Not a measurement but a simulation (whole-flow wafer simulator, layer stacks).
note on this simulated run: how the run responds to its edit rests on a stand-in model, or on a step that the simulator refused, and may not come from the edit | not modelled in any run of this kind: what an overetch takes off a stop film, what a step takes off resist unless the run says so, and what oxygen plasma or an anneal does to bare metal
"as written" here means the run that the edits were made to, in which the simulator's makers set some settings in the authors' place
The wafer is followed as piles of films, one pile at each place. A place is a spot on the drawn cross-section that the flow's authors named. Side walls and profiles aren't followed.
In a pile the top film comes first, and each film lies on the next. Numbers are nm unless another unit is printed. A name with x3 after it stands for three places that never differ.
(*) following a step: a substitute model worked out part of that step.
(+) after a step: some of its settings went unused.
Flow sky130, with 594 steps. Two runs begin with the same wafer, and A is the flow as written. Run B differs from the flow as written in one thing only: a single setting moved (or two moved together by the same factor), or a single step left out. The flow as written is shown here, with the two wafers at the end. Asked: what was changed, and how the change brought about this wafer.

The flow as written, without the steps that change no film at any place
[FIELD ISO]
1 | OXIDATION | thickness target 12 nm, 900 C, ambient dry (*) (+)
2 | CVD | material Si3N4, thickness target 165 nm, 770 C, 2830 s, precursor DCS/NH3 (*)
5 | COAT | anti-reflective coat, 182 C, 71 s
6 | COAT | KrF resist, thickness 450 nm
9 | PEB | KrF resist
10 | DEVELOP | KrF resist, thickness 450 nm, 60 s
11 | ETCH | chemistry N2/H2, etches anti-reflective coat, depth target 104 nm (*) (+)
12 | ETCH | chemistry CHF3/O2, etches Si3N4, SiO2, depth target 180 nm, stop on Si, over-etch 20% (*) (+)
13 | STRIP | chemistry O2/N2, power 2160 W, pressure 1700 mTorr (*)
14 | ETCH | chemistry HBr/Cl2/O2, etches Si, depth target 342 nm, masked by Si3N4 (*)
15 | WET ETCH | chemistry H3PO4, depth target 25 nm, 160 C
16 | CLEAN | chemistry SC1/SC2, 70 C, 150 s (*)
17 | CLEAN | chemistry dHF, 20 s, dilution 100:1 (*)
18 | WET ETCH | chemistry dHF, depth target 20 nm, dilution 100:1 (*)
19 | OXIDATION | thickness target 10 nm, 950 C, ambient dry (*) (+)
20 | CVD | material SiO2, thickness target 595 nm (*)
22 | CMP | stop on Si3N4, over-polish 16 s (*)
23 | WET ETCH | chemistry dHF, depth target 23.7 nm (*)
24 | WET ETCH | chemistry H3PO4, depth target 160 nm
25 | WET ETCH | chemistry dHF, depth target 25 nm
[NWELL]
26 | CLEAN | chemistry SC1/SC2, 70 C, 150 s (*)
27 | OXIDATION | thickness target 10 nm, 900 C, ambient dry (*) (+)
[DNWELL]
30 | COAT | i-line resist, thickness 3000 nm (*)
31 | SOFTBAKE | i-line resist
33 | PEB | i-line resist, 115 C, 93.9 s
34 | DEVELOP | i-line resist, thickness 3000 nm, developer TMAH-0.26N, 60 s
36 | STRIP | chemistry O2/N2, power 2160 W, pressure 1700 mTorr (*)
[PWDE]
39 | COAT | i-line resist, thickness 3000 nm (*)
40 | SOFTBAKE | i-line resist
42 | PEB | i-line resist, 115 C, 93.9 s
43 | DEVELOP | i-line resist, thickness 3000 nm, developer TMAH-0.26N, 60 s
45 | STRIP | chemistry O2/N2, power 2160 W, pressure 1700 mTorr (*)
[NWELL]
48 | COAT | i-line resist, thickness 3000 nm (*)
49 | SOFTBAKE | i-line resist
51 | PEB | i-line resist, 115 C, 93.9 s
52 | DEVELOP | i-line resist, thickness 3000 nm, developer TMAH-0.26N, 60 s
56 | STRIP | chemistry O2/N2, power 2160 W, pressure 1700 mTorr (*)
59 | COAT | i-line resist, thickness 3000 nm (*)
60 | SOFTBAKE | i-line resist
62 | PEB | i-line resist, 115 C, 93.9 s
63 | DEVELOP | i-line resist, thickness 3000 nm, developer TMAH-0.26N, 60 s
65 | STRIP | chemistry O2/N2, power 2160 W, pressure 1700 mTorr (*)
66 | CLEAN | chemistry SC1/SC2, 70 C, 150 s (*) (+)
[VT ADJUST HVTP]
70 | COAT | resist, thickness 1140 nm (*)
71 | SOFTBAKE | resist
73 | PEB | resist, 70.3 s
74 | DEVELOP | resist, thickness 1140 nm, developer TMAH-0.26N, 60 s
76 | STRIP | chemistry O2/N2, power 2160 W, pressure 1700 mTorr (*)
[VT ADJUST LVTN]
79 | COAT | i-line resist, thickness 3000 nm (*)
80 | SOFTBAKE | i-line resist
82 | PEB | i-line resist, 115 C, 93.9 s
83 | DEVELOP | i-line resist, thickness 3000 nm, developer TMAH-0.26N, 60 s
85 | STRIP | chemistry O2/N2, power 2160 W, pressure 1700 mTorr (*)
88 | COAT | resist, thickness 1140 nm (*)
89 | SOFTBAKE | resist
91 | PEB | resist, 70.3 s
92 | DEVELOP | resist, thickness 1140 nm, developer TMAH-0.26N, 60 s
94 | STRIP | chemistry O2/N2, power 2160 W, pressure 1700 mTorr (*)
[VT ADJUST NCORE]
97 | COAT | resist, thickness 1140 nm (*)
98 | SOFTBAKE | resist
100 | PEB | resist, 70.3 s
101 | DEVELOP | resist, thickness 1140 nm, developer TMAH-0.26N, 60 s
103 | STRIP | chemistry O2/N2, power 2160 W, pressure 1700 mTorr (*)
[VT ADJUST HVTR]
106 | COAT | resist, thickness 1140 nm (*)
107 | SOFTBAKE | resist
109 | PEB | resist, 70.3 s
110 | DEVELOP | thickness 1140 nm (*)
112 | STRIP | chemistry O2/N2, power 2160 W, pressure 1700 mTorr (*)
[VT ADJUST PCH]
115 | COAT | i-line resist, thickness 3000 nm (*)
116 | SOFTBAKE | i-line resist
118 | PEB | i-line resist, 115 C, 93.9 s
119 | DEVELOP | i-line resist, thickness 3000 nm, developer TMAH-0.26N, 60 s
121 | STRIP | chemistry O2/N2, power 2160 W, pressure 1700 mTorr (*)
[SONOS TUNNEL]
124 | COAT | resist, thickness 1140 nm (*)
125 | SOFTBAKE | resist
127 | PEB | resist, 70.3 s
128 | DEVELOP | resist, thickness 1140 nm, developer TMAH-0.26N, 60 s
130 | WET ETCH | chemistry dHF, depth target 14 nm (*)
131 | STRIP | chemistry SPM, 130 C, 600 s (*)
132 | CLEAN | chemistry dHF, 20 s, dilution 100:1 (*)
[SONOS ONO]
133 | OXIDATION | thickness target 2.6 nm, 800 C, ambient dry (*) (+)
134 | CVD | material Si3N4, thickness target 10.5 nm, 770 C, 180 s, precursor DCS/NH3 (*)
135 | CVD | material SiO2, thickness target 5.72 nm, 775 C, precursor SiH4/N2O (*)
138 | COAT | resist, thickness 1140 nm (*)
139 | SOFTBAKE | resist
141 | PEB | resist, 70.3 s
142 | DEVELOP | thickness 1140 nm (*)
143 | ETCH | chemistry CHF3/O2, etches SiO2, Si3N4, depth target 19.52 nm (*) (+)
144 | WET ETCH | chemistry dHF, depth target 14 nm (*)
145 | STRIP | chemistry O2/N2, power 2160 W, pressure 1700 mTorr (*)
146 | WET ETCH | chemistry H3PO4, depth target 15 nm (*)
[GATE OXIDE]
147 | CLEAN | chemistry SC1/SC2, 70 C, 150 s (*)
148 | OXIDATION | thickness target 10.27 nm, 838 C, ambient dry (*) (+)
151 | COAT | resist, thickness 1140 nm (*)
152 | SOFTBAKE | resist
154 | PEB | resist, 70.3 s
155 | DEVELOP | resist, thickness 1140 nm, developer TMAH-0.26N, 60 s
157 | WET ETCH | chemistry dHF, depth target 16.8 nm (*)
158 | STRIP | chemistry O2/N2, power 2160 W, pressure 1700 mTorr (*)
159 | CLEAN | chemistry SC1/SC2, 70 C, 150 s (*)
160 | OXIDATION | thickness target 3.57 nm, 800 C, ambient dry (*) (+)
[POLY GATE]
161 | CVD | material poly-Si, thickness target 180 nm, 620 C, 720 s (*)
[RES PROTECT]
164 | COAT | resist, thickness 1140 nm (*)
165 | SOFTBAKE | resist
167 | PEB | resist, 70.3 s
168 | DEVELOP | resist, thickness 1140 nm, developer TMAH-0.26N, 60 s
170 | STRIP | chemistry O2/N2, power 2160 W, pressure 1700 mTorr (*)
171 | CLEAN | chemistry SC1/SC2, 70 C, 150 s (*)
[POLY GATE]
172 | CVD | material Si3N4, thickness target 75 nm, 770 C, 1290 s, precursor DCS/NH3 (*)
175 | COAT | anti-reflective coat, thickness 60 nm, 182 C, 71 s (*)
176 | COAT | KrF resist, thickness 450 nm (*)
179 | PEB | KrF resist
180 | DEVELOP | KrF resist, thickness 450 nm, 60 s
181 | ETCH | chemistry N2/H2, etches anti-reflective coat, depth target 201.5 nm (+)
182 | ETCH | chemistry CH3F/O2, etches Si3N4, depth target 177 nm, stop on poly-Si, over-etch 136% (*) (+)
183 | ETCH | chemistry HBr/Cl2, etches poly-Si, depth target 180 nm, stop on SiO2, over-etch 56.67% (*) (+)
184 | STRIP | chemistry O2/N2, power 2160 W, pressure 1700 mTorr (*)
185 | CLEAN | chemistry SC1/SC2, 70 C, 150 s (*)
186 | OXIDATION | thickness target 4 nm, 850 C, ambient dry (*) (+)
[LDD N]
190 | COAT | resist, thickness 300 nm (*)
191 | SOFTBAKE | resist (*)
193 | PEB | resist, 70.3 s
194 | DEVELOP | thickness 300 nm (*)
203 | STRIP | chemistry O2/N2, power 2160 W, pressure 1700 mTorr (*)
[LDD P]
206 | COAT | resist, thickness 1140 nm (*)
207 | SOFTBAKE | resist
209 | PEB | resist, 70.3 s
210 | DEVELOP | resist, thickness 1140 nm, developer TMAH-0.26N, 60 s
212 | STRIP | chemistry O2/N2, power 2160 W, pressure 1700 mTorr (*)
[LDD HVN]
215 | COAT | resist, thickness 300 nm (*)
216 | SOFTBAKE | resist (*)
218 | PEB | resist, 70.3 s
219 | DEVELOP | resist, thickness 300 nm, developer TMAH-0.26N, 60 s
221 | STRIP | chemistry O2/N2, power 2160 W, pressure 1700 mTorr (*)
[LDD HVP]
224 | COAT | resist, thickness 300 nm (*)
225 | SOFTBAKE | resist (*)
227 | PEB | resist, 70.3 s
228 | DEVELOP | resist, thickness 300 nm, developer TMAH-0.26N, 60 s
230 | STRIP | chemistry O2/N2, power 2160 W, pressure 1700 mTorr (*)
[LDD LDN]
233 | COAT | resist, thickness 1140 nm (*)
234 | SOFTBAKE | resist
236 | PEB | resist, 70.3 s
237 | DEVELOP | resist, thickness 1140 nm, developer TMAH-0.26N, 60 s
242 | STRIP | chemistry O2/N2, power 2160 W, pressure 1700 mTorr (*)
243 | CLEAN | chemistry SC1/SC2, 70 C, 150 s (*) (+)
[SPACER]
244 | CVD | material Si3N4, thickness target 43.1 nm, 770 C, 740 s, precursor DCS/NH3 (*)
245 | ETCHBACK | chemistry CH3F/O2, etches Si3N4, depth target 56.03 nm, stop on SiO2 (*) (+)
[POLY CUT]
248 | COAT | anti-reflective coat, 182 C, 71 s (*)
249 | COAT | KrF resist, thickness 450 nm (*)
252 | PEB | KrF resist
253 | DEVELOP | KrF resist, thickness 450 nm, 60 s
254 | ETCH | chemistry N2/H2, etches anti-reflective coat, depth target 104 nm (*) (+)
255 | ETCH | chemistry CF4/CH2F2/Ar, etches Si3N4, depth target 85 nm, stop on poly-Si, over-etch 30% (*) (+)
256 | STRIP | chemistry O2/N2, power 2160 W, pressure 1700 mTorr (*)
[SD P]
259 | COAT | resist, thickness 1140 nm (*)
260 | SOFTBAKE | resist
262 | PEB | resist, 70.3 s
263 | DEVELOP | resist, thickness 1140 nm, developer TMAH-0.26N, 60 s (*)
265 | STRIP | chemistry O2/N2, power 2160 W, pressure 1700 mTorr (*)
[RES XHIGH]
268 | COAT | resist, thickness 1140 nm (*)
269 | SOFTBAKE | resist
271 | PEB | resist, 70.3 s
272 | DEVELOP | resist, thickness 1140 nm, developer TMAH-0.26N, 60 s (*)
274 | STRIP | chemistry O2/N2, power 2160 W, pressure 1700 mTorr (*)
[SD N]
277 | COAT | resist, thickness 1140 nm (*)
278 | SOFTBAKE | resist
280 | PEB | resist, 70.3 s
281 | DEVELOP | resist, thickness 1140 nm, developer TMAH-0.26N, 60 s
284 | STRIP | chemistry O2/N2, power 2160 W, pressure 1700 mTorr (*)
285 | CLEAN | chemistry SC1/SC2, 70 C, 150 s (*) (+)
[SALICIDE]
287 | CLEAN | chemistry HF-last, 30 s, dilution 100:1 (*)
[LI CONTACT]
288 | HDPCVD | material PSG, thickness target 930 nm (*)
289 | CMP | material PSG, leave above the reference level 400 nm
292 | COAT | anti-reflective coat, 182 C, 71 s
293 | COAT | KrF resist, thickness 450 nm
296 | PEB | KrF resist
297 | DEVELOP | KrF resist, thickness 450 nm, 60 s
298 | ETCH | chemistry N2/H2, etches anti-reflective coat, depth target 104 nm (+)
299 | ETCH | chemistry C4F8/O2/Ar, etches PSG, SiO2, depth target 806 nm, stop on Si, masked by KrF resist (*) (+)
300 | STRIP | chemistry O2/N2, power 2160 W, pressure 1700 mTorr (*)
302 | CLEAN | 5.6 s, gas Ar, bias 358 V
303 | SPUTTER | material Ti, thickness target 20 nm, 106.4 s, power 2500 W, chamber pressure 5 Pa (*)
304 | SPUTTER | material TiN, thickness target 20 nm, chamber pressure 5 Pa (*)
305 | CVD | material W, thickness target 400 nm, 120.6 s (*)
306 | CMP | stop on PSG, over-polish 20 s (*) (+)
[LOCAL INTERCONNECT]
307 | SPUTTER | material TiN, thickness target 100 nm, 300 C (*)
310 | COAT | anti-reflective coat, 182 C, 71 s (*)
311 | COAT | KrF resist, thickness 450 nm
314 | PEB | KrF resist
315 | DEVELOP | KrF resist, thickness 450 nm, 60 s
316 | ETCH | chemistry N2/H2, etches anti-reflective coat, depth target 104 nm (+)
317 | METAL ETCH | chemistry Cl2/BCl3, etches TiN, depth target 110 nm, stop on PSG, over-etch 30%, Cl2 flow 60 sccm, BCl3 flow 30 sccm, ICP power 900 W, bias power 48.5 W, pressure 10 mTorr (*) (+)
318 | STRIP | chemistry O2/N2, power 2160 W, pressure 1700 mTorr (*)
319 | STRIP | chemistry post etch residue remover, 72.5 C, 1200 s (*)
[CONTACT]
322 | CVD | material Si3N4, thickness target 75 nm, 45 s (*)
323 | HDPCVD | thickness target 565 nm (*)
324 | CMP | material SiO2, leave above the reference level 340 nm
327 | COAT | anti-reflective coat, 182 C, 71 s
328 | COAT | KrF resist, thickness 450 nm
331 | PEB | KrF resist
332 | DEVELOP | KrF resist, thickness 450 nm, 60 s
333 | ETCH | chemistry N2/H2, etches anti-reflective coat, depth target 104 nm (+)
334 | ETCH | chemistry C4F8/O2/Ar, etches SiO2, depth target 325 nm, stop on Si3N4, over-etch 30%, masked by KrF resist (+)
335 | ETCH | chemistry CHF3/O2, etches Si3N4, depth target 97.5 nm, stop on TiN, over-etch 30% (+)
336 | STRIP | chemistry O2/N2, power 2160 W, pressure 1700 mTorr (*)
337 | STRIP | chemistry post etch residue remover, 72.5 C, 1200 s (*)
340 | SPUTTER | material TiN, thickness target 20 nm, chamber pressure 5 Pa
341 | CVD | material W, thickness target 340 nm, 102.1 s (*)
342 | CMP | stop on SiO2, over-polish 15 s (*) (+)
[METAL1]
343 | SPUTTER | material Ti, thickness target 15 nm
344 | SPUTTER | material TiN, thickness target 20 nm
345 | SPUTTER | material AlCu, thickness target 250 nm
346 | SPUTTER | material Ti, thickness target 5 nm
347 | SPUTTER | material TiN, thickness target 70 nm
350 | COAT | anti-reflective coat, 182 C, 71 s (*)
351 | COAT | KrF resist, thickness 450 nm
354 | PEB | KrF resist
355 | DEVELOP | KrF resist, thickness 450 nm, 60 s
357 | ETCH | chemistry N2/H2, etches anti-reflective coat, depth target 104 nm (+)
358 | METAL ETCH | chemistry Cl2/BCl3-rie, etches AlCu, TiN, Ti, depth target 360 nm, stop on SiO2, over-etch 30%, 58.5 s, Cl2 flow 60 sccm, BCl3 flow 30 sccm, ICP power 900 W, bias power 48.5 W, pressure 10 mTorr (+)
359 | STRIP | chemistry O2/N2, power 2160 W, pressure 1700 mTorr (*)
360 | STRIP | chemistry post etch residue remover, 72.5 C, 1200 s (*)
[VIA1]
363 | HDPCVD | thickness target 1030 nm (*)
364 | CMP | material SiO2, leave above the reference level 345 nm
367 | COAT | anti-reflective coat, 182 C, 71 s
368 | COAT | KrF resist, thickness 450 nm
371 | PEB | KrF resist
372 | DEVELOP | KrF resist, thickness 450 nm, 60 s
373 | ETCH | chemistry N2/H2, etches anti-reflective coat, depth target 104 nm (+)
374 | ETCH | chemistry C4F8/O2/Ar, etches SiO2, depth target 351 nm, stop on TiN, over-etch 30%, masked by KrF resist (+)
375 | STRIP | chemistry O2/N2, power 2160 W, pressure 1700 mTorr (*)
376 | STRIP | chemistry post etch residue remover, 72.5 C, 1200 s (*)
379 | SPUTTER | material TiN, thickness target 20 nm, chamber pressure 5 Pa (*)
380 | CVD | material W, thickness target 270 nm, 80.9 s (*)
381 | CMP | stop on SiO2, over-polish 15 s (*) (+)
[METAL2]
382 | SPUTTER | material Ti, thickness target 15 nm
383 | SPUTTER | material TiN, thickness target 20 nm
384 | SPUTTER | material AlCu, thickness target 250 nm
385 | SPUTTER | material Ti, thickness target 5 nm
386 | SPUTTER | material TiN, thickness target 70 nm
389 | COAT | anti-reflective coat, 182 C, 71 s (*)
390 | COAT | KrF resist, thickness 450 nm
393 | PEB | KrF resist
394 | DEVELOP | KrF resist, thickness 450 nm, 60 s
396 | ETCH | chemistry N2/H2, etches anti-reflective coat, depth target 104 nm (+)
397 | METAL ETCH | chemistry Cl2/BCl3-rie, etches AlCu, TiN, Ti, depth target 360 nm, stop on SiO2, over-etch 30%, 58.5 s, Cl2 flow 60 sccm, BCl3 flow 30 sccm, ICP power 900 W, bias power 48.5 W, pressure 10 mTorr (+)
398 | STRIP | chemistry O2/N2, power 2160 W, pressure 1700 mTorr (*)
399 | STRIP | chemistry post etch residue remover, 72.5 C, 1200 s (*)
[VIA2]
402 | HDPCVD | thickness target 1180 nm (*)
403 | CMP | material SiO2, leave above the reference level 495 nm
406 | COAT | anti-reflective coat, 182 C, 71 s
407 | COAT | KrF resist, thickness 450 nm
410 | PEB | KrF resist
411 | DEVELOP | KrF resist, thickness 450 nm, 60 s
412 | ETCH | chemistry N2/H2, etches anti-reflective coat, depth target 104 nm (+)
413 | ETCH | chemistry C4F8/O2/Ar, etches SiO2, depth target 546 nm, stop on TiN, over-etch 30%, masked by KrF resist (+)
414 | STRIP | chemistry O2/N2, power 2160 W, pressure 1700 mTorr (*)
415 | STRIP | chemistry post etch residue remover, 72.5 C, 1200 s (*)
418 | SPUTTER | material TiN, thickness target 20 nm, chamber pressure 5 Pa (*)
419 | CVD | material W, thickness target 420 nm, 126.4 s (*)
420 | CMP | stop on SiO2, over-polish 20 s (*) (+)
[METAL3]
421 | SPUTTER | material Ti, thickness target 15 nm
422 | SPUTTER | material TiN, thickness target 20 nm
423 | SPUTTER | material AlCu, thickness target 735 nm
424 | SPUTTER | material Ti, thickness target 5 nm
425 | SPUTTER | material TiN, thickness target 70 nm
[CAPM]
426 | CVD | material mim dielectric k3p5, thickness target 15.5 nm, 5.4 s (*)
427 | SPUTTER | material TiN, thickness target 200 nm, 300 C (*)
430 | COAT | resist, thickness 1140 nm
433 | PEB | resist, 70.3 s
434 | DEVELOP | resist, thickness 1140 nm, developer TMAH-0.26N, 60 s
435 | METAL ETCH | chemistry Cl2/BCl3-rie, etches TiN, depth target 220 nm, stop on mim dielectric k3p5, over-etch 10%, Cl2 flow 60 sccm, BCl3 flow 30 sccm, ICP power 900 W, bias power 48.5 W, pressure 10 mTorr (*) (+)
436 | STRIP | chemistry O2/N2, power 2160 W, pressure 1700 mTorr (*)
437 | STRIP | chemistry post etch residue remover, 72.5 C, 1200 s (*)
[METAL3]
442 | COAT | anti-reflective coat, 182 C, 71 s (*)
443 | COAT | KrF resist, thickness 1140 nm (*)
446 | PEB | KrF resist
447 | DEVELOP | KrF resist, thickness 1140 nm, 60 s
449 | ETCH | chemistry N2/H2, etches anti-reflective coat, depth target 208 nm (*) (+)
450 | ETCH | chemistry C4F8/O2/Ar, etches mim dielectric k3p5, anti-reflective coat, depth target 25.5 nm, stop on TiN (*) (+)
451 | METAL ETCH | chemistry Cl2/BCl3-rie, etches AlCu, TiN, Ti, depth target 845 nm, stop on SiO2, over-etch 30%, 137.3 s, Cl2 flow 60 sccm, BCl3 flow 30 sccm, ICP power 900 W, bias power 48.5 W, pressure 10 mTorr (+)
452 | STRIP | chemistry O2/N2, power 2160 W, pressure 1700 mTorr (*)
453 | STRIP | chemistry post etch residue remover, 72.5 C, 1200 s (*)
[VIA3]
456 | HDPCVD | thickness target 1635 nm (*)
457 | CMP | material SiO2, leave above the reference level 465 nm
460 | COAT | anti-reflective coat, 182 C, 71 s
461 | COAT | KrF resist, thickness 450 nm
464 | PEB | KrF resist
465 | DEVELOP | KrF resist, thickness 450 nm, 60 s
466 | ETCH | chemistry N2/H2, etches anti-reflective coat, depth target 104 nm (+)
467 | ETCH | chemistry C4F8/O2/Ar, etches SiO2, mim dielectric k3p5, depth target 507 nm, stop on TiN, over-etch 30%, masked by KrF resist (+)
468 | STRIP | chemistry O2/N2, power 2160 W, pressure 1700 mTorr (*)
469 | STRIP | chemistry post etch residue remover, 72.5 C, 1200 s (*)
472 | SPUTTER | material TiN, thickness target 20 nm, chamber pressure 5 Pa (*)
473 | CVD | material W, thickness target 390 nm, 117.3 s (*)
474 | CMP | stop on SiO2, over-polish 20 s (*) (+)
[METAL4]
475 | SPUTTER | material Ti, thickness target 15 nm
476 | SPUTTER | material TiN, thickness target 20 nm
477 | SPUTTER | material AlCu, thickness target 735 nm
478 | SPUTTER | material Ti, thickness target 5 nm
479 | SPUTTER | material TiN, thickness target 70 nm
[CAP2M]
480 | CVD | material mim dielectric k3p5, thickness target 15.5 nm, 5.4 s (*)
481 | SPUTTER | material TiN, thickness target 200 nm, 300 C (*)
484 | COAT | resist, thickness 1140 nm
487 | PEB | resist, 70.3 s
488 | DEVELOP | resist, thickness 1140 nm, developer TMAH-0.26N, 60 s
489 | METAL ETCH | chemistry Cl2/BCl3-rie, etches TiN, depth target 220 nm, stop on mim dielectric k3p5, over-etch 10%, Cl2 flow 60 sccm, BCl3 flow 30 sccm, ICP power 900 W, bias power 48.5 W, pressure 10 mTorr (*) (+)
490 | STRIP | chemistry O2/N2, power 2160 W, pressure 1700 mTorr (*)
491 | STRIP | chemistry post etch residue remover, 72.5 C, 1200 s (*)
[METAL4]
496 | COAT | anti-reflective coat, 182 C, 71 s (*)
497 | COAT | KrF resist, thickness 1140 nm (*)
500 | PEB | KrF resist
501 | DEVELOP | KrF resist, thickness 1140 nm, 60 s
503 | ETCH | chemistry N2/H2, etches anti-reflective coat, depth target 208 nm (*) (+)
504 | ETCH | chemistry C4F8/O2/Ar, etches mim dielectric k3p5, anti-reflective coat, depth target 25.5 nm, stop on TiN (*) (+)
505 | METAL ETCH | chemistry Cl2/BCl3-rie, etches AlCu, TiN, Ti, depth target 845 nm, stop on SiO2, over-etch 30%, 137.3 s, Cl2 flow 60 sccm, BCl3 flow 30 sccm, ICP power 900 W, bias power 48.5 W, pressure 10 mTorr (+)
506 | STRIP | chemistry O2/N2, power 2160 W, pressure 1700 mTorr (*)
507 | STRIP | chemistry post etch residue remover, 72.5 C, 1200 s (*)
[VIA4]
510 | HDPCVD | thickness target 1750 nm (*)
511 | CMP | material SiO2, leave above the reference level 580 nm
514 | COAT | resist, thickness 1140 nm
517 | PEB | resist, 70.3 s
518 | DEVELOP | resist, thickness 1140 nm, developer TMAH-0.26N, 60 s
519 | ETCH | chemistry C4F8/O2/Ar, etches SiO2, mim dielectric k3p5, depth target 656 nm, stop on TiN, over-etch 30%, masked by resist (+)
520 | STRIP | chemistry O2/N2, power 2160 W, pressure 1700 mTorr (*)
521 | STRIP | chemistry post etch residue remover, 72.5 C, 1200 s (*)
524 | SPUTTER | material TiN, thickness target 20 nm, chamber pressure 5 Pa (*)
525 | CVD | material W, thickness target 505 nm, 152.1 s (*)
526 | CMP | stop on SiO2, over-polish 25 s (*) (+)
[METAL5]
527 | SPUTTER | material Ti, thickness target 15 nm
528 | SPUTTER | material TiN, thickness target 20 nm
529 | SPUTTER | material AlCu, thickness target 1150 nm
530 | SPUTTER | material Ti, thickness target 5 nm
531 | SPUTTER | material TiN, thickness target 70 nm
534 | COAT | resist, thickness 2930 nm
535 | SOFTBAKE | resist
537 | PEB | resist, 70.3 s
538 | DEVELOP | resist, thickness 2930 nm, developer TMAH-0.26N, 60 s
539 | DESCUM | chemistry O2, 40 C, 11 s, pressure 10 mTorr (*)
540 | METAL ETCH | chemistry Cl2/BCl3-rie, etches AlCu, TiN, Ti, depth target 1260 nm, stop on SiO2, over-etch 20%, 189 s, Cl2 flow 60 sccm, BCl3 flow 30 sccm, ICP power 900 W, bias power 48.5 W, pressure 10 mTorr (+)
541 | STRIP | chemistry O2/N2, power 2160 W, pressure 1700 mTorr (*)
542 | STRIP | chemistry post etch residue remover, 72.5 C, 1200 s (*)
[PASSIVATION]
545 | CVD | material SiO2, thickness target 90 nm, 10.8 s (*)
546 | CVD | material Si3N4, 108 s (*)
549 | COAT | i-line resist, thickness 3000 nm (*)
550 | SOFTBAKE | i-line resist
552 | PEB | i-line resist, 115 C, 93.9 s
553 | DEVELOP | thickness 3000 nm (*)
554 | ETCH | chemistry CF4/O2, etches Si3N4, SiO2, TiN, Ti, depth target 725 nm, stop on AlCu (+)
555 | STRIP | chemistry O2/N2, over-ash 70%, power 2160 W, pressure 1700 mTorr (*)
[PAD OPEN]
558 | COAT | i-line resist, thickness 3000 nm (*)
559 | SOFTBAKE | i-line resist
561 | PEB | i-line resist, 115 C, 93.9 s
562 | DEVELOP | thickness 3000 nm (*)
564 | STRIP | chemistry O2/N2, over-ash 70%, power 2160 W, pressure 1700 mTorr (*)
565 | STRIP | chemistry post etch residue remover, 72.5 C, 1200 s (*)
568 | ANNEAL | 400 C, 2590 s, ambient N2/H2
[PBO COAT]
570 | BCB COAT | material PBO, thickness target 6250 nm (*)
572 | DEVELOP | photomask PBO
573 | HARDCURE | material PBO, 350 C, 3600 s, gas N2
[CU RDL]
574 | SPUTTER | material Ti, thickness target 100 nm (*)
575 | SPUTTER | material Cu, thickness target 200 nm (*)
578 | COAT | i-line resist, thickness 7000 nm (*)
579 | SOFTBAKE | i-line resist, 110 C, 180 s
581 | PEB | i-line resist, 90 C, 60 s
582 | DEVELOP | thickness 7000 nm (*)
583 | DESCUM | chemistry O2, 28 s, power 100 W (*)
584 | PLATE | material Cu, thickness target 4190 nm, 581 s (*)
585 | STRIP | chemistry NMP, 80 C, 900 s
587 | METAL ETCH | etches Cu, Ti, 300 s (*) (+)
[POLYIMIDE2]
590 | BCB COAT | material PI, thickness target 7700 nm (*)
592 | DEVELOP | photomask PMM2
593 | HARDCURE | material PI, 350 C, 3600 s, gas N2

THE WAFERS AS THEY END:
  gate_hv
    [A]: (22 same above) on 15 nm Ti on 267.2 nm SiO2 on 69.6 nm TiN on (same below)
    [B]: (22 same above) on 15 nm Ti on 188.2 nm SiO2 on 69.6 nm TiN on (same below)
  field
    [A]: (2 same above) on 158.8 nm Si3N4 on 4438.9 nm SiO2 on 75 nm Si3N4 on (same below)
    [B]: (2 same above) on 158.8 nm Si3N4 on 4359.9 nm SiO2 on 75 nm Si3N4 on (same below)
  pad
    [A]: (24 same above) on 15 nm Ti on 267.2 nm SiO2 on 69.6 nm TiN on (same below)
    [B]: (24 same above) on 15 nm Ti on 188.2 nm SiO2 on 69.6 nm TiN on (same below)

Cause: step 364, CMP: leave above the reference level 266 nm was run, while the flow as written has leave above the reference level 345 nm.

The path from the change to this, step by step:
  364 | CMP | material SiO2, leave above the reference level 345 nm
      n_well, p_well, gate_hv and 100 more: A SiO2 loses 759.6 | B SiO2 loses 838.6
      field, active, gate and 81 more: A SiO2 loses 389.1 | B SiO2 loses 468.1
      (also at 4 further places)
  374 | ETCH | chemistry C4F8/O2/Ar, etches SiO2, depth target 351 nm, stop on TiN, over-etch 30%, masked by KrF resist (+)
      field, active, n_well and 186 more: A KrF resist loses 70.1 | B KrF resist loses 49.6
      m1, via1_hole: A SiO2 loses 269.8 (all of it) | B SiO2 loses 190.8 (all of it)
  375 | STRIP | chemistry O2/N2, power 2160 W, pressure 1700 mTorr (*)
      field, active, n_well and 186 more: A KrF resist loses 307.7 (all of it), anti-reflective coat loses 80 (all of it) | B KrF resist loses 328.2 (all of it), anti-reflective coat loses 80 (all of it)
  379 | SPUTTER | material TiN, thickness target 20 nm, chamber pressure 5 Pa (*)
      m1: A TiN gains 11 | B TiN gains 12.6
      via1_hole: A TiN gains 10.9 | B TiN gains 12.5
  380 | CVD | material W, thickness target 270 nm, 80.9 s (*)
      m1, via1_hole: A W gains 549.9 (new film) | B W gains 469.3 (new film)
